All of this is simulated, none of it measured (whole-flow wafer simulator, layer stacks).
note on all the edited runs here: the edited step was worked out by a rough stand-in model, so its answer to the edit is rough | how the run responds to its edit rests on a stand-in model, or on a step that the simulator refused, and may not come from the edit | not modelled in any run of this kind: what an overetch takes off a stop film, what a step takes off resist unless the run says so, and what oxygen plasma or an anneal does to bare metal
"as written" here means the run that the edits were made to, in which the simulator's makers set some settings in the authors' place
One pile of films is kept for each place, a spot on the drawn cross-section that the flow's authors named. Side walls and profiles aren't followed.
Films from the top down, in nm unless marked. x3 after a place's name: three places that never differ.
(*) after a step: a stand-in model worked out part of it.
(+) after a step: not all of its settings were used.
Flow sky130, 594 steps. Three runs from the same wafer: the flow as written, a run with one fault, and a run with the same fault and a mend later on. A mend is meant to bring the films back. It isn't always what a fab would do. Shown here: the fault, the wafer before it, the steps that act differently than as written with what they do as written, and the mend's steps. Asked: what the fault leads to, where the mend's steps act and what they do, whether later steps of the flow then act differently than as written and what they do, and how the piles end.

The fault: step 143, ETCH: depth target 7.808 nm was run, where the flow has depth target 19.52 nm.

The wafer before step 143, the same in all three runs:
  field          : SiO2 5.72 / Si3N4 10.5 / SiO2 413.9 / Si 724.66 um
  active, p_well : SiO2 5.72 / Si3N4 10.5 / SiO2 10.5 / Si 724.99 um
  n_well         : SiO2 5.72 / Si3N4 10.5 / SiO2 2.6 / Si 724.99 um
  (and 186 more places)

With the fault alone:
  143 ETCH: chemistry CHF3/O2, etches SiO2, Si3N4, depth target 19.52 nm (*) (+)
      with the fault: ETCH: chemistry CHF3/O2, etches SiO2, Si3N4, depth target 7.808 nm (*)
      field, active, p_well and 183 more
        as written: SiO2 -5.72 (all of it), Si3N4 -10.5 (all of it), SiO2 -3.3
        with the fault: SiO2 -5.72 (all of it), Si3N4 -2.09
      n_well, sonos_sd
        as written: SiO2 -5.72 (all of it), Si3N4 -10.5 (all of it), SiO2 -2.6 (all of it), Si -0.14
        with the fault: SiO2 -5.72 (all of it), Si3N4 -2.09
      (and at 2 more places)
  Later steps of the flow that act differently than as written (54 more steps differ only slightly, by at most 2% or 0.5 nm, whichever is larger, and aren't shown):
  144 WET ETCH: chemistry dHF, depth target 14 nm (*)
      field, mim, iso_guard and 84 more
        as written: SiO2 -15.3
        with the fault: Si3N4 -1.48
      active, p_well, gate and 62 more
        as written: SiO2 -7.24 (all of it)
        with the fault: Si3N4 -1.48
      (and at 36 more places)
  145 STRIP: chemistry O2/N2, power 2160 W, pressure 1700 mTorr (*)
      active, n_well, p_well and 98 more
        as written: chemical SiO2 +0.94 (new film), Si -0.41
        with the fault: nothing
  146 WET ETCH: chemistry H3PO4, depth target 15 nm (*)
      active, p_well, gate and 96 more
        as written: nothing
        with the fault: Si3N4 -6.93 (all of it)
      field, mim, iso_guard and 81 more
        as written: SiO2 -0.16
        with the fault: Si3N4 -6.93 (all of it), SiO2 -0.08
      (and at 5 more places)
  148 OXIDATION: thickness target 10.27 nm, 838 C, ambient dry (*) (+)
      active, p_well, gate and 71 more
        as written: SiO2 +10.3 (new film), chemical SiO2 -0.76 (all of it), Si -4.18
        with the fault: SiO2 +6.52, Si -2.87
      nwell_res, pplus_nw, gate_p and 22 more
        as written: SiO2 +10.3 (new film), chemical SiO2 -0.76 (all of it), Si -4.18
        with the fault: SiO2 +6.54, Si -2.88
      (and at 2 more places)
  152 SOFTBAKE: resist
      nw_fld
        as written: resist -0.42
        with the fault: resist +1.42
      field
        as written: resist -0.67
        with the fault: resist -0.04
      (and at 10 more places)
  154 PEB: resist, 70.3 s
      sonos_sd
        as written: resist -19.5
        with the fault: resist -20.1
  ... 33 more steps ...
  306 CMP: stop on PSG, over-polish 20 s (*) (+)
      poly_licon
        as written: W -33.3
        with the fault: W -50.1
  At the end the piles differ from the flow's by more than 2% or 0.5 nm, whichever is larger, at field, gate_hv, m1 and 127 more.
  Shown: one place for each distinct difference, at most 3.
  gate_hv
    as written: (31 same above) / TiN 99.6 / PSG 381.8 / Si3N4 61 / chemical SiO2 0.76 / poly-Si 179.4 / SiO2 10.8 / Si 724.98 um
    with the fault: (31 same above) / TiN 99.6 / PSG 375.5 / Si3N4 61 / chemical SiO2 0.76 / poly-Si 179.4 / SiO2 17.1 / Si 724.99 um
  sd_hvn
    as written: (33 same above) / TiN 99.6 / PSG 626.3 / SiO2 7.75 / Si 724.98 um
    with the fault: (33 same above) / TiN 99.6 / PSG 620.1 / SiO2 13.9 / Si 724.98 um
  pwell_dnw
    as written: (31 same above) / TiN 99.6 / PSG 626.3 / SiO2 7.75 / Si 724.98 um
    with the fault: (31 same above) / TiN 99.6 / PSG 620.1 / SiO2 13.9 / Si 724.98 um

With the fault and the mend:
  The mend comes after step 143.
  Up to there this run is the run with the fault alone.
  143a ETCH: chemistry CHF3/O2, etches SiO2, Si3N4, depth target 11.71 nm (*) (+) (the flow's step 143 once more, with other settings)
      field, active, p_well and 183 more
        Si3N4 -8.41 (all of it), SiO2 -3.3
      n_well, sonos_sd
        Si3N4 -8.41 (all of it), SiO2 -2.6 (all of it), Si -0.14
      sonos_cell, sonos_cell_x
        resist -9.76
  No later step of the flow acts differently than as written, at any place that is followed, by more than 2% or 0.5 nm, whichever is larger.
  At the end the piles differ from the flow's only slightly at the places that both follow, by at most 2% or 0.5 nm, whichever is larger.
